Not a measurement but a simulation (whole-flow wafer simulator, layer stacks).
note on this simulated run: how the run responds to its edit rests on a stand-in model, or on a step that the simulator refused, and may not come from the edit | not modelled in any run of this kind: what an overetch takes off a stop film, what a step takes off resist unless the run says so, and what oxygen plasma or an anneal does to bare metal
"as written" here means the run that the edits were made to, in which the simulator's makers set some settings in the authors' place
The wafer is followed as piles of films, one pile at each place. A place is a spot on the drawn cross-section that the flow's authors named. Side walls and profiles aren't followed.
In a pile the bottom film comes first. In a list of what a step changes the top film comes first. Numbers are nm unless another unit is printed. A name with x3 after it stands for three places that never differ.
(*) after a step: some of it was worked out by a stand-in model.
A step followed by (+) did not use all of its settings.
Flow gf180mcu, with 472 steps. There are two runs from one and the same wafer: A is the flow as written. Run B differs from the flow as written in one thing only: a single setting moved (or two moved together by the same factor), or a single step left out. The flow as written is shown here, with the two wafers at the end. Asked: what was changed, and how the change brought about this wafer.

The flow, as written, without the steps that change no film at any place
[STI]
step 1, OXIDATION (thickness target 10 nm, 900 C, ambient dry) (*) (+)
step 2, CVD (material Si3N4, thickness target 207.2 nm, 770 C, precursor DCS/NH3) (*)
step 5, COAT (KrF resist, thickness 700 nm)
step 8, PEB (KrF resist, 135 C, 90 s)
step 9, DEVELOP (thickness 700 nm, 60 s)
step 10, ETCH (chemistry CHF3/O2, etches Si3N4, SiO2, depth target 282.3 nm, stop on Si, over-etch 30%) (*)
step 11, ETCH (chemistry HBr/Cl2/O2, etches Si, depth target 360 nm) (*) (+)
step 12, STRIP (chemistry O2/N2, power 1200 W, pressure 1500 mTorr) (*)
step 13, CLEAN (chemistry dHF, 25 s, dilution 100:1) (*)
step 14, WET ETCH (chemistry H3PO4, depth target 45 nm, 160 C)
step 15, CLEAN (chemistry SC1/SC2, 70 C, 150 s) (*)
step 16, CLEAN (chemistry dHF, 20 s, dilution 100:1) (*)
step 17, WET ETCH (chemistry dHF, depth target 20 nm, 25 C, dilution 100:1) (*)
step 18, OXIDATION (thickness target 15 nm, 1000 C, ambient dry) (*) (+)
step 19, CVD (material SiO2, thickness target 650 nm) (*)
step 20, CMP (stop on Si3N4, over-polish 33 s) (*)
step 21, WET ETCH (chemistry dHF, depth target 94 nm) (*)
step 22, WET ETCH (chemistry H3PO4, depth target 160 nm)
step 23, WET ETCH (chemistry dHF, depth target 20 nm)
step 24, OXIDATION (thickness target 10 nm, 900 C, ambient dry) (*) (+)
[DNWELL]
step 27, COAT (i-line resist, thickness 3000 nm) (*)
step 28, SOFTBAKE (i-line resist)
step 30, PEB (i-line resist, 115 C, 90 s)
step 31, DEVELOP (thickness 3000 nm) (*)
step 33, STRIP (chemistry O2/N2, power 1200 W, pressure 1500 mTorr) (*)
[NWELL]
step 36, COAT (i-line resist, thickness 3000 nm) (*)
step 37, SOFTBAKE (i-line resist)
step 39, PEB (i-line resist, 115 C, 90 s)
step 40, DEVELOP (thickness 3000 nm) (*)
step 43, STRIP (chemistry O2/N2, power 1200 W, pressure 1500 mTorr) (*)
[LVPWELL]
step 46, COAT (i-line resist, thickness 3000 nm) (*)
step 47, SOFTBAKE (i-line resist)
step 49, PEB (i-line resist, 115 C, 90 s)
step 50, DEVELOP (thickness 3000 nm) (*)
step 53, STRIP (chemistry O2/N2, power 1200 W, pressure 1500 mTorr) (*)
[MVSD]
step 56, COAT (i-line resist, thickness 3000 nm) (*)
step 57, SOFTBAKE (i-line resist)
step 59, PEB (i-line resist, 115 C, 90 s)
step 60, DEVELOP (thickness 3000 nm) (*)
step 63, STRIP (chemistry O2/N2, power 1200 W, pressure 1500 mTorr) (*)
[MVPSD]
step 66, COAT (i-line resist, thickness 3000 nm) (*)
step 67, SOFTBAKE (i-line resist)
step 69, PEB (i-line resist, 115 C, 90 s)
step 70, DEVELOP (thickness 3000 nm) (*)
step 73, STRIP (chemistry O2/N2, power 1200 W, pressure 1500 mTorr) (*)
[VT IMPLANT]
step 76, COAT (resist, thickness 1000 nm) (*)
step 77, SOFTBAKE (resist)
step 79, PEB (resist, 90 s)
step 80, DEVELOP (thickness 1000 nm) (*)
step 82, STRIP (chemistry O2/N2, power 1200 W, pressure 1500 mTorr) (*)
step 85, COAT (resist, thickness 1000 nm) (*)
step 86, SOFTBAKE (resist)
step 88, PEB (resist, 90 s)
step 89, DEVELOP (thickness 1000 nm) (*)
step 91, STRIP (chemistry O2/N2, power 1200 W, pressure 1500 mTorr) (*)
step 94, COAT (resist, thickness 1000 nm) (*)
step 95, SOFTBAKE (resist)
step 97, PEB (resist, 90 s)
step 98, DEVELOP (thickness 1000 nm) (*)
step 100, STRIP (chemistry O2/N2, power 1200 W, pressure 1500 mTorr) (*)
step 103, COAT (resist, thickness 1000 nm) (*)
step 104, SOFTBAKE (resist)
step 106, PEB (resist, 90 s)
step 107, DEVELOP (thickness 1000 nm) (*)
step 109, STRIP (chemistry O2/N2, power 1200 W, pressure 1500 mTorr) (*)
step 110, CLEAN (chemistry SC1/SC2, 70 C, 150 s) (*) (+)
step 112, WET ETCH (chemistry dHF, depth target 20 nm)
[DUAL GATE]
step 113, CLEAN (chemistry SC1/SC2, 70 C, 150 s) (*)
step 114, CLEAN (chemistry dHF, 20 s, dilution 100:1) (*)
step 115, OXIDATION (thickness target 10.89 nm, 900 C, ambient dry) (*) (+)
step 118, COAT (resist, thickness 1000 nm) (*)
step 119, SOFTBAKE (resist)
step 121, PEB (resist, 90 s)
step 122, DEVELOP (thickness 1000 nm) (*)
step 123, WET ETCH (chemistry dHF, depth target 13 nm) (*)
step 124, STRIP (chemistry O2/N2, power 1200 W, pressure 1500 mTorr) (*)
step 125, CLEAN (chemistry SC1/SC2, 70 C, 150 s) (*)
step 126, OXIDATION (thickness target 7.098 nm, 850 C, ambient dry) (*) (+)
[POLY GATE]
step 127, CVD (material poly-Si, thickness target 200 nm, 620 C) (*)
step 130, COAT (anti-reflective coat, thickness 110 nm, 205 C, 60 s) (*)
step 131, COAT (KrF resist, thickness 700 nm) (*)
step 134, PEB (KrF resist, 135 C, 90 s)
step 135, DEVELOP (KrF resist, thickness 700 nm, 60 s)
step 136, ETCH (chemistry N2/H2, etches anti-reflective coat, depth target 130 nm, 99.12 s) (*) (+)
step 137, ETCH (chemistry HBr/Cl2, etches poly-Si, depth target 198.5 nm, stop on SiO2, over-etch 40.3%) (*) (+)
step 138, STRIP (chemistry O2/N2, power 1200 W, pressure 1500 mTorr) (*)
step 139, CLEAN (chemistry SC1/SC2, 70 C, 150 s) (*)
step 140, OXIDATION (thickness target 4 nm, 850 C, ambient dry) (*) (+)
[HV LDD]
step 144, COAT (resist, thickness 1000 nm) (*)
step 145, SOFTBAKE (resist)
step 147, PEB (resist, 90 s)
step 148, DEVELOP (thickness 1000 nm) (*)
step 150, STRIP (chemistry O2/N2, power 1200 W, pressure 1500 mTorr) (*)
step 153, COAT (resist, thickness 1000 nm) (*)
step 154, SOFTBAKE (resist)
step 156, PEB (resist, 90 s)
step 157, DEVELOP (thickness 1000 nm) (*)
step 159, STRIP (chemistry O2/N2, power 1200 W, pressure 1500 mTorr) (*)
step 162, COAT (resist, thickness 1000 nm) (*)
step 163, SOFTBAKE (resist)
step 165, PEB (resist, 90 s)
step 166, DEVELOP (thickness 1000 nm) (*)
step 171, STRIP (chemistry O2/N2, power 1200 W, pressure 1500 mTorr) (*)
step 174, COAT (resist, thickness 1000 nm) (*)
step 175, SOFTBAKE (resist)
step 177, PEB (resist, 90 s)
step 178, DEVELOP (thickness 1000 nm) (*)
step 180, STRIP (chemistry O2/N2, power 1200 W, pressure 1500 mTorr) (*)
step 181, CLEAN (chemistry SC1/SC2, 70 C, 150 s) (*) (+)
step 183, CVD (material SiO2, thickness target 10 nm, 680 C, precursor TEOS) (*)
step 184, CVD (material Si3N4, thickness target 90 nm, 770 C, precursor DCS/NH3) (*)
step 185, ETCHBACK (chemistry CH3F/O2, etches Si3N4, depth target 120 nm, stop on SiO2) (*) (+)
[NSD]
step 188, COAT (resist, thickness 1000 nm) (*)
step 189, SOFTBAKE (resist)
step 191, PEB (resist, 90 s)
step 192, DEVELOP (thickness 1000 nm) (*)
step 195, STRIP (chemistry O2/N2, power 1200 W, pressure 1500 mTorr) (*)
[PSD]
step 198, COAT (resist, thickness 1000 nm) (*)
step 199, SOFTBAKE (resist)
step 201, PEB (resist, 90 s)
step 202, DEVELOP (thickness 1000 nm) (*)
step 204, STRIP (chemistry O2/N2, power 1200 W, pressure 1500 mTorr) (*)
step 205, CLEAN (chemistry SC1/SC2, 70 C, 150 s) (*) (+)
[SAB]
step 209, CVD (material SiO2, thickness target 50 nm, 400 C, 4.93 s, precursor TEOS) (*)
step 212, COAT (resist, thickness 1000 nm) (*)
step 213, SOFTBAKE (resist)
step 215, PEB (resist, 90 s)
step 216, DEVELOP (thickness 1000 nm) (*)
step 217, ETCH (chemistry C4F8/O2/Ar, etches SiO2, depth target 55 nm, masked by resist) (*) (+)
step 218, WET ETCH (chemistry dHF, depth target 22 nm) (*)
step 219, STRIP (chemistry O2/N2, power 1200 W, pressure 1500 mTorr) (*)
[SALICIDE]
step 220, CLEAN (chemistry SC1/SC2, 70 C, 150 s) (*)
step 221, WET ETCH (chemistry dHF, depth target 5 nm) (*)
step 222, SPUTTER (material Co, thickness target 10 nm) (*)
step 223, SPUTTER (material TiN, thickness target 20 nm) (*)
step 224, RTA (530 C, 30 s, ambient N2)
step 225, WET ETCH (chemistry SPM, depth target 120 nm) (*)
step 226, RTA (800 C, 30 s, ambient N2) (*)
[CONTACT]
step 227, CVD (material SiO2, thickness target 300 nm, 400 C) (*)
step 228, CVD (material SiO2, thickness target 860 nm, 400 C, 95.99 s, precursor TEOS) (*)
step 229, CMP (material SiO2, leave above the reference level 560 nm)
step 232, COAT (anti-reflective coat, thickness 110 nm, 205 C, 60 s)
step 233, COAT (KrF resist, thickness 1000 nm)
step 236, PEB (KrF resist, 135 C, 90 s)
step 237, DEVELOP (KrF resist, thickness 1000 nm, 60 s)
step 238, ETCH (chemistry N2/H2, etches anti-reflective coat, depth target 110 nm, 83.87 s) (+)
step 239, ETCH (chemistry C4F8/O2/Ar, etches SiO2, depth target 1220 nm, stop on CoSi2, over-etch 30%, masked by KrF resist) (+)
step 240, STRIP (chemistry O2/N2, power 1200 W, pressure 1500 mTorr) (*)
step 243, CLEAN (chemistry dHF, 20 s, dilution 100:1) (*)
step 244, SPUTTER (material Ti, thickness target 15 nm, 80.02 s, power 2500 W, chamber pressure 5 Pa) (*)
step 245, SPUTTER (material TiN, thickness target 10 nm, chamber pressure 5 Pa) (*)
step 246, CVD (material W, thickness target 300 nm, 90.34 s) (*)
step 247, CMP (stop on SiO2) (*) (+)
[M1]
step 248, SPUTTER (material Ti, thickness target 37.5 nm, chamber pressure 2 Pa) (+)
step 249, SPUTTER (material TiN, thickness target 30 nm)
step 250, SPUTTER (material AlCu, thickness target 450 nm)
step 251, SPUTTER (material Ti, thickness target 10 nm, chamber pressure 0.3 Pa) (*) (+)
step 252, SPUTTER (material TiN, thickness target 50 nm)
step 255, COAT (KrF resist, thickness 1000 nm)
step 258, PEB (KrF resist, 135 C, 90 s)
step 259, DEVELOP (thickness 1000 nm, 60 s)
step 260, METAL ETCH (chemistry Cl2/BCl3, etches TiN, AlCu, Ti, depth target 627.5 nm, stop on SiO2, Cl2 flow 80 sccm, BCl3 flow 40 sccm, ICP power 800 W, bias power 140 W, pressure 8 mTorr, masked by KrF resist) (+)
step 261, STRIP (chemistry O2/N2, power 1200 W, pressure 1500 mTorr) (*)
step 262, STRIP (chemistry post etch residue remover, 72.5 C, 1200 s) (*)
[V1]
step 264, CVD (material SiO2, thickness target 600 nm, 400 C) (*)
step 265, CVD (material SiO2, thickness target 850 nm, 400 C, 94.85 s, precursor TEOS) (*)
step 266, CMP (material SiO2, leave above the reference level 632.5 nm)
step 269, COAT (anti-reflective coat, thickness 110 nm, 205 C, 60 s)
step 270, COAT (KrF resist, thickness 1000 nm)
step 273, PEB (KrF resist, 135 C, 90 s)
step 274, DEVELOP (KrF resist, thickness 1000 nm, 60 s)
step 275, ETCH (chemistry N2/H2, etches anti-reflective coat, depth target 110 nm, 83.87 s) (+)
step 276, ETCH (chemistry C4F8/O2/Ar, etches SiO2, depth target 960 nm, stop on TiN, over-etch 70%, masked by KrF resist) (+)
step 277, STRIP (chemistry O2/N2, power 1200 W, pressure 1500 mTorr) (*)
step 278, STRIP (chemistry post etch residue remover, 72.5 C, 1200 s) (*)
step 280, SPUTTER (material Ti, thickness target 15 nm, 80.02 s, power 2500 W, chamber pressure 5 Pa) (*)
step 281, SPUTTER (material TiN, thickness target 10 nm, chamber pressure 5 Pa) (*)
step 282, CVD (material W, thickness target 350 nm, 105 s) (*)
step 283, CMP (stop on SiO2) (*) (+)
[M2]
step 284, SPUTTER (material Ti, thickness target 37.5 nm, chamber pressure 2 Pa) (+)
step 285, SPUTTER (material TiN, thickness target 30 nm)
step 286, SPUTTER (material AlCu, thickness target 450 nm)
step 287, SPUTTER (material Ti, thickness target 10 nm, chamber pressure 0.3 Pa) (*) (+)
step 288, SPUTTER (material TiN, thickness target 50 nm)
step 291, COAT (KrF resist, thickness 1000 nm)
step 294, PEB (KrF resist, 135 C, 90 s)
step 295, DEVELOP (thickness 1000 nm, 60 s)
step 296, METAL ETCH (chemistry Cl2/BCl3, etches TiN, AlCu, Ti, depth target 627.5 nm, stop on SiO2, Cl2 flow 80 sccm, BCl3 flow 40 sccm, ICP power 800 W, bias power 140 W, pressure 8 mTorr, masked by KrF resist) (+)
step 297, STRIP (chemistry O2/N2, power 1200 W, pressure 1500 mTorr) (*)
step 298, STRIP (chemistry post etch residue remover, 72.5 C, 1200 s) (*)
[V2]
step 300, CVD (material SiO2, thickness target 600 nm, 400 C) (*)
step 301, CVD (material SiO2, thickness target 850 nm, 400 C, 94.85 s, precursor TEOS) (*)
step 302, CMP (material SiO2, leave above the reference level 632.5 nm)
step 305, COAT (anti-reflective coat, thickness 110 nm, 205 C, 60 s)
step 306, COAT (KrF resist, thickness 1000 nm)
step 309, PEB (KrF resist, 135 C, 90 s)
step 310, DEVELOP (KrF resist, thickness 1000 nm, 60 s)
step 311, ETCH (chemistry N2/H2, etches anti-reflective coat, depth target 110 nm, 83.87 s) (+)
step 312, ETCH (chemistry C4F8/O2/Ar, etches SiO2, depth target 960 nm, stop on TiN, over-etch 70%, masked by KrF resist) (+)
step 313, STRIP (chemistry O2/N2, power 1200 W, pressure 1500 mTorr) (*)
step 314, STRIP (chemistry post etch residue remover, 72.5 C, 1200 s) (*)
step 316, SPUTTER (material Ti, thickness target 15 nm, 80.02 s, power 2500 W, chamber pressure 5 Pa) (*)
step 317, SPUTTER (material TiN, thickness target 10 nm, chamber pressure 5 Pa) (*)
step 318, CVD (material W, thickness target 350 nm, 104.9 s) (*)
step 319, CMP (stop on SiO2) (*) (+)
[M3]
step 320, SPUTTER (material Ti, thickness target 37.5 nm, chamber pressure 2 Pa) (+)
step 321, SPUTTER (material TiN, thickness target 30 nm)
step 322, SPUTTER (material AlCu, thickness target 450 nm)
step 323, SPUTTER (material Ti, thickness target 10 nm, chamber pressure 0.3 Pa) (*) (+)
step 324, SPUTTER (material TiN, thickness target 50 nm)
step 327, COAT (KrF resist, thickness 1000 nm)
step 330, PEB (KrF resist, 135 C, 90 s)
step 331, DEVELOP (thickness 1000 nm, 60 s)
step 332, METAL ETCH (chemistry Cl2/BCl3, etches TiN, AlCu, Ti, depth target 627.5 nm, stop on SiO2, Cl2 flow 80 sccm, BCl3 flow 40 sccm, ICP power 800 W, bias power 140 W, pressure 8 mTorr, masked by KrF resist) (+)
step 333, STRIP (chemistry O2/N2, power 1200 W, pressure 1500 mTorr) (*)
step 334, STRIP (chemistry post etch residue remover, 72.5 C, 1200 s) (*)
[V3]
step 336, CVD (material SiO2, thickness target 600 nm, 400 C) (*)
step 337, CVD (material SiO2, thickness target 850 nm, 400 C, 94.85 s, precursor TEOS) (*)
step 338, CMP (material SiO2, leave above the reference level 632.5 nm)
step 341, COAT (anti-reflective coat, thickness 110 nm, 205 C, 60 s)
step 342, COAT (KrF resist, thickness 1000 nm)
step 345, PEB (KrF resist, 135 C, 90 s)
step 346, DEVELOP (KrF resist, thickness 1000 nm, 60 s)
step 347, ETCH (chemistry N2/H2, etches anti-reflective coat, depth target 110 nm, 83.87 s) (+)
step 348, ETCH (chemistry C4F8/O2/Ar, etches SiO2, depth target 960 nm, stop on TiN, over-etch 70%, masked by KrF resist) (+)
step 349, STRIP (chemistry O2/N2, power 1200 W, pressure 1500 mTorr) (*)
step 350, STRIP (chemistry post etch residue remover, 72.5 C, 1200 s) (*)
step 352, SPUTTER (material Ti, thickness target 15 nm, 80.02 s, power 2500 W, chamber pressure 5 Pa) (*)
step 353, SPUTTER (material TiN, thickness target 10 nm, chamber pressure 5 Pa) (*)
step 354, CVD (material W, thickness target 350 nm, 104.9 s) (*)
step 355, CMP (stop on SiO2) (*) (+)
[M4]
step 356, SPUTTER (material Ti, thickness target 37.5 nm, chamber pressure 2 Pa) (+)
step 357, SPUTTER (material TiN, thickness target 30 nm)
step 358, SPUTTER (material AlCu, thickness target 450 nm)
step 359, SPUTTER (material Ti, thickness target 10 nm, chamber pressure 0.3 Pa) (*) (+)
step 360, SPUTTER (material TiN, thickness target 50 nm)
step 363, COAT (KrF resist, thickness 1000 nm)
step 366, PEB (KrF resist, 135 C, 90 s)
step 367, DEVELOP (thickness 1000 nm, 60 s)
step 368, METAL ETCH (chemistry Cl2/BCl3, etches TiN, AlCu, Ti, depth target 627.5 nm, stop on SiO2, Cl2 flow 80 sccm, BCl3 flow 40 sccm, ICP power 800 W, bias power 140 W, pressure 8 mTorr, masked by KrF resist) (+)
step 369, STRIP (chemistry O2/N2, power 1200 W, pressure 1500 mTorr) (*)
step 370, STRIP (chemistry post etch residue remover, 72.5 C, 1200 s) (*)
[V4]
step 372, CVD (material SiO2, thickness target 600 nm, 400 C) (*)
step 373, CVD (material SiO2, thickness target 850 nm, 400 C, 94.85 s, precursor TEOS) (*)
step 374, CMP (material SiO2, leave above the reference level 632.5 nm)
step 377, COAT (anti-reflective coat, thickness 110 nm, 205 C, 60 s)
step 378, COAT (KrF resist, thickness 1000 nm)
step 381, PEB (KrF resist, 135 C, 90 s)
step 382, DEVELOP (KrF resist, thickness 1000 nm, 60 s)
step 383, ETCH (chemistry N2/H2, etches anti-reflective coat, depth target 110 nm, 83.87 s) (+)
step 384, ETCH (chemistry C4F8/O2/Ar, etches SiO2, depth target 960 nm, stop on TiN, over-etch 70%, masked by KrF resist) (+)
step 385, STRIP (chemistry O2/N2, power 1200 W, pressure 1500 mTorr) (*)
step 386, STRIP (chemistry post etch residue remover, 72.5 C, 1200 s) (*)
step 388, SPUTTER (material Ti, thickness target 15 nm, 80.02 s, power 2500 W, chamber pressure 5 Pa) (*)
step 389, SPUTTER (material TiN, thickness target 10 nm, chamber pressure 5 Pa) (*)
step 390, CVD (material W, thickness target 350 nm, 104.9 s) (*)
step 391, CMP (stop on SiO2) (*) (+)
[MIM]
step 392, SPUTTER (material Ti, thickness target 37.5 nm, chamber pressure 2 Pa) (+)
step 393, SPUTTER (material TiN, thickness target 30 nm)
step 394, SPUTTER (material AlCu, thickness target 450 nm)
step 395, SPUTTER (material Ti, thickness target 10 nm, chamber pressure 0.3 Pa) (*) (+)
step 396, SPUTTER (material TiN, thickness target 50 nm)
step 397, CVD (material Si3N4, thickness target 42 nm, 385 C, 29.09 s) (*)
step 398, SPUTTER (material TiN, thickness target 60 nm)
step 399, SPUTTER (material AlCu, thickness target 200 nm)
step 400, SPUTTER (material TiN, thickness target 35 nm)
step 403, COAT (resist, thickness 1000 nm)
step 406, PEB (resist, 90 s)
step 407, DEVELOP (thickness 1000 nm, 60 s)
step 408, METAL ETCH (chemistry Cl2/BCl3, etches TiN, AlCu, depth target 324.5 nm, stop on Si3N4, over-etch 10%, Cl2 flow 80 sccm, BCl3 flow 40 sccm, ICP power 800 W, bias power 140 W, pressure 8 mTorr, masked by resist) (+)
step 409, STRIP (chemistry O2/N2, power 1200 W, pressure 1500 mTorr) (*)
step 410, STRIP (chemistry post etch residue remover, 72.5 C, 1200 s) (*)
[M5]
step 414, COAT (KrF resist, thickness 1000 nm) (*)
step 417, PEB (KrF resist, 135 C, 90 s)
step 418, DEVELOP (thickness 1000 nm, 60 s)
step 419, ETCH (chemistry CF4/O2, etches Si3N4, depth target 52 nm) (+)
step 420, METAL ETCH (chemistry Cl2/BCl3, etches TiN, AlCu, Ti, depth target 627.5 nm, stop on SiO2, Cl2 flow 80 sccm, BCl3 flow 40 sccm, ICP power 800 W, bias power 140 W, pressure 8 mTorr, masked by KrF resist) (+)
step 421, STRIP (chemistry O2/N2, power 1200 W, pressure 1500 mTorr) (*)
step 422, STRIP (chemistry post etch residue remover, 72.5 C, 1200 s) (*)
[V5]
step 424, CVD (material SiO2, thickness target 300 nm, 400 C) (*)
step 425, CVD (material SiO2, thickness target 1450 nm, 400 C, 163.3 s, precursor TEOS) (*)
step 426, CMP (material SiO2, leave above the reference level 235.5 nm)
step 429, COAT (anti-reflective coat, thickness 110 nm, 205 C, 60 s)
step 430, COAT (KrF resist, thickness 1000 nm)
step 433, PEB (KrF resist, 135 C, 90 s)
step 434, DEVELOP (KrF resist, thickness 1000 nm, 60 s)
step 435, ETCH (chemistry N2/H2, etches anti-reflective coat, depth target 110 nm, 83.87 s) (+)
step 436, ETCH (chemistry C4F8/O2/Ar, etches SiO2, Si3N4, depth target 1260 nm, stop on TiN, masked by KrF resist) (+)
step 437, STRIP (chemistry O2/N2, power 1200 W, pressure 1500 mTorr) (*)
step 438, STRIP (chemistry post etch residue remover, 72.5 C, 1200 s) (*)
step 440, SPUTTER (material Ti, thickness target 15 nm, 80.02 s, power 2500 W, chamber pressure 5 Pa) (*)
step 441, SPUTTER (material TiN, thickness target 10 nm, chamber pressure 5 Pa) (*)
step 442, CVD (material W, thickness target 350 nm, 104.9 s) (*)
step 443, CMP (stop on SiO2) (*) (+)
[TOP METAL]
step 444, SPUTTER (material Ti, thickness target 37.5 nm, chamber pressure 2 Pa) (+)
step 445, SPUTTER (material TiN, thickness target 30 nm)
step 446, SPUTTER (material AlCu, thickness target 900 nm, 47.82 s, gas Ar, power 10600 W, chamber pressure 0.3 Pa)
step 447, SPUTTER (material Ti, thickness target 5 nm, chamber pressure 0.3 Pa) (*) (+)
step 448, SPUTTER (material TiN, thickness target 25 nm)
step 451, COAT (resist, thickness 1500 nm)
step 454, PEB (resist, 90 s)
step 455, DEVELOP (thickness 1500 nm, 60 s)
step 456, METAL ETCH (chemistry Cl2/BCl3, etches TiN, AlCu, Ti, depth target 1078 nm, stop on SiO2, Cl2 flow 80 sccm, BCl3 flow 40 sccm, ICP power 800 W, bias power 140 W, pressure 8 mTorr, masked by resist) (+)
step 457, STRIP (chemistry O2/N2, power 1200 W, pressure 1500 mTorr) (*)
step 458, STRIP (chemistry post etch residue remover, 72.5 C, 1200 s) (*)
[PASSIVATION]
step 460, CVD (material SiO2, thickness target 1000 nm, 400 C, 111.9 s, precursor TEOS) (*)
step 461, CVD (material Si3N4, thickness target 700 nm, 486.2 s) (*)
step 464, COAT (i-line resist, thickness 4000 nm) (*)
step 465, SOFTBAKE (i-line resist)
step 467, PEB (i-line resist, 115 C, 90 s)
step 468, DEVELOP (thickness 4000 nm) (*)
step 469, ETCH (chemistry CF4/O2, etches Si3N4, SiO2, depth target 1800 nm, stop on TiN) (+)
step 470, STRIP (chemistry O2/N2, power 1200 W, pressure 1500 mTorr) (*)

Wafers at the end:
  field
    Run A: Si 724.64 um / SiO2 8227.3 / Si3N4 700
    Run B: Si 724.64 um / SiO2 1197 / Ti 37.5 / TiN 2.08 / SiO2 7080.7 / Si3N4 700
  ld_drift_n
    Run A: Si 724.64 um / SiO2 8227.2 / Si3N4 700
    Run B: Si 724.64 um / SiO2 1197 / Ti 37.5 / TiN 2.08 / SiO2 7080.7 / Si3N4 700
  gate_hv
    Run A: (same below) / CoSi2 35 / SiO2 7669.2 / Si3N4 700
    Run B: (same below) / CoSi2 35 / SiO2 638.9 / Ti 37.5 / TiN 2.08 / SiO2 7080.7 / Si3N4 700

Cause: step 250, SPUTTER: thickness target 540 nm was run, though the flow has thickness target 450 nm.

Step by step, how the change led to this:
  step 250, SPUTTER (material AlCu, thickness target 450 nm)
      field, field__w1, field__w2 and 108 more: A AlCu gains 450 (new film) | B AlCu gains 540 (new film)
  step 260, METAL ETCH (chemistry Cl2/BCl3, etches TiN, AlCu, Ti, depth target 627.5 nm, stop on SiO2, Cl2 flow 80 sccm, BCl3 flow 40 sccm, ICP power 800 W, bias power 140 W, pressure 8 mTorr, masked by KrF resist) (+)
      field, field__w1, field__w2 and 99 more: A TiN loses 50 (all of it), Ti loses 10 (all of it), AlCu loses 450 (all of it), TiN loses 30 (all of it), Ti loses 37.5 (all of it) | B TiN loses 50 (all of it), Ti loses 10 (all of it), AlCu loses 540 (all of it), TiN loses 27.5
  step 264, CVD (material SiO2, thickness target 600 nm, 400 C) (*)
      field, field__w1, field__w2 and 99 more: A SiO2 gains 600 | B SiO2 gains 600 (new film)
  step 266, CMP (material SiO2, leave above the reference level 632.5 nm)
      field, field__w1, field__w2 and 99 more: A SiO2 loses 300 | B SiO2 loses 249.6
If metal films that touch count as one body, field has 1 body; the flow as written gives 0 bodies.
If metal films that touch count as one body, ld_drift_n has 1 body; the flow as written gives 0 bodies.
If metal films that touch count as one body, gate_hv has 2 bodies (between them, from the top down: SiO2 638.9); the flow as written gives 1 body.
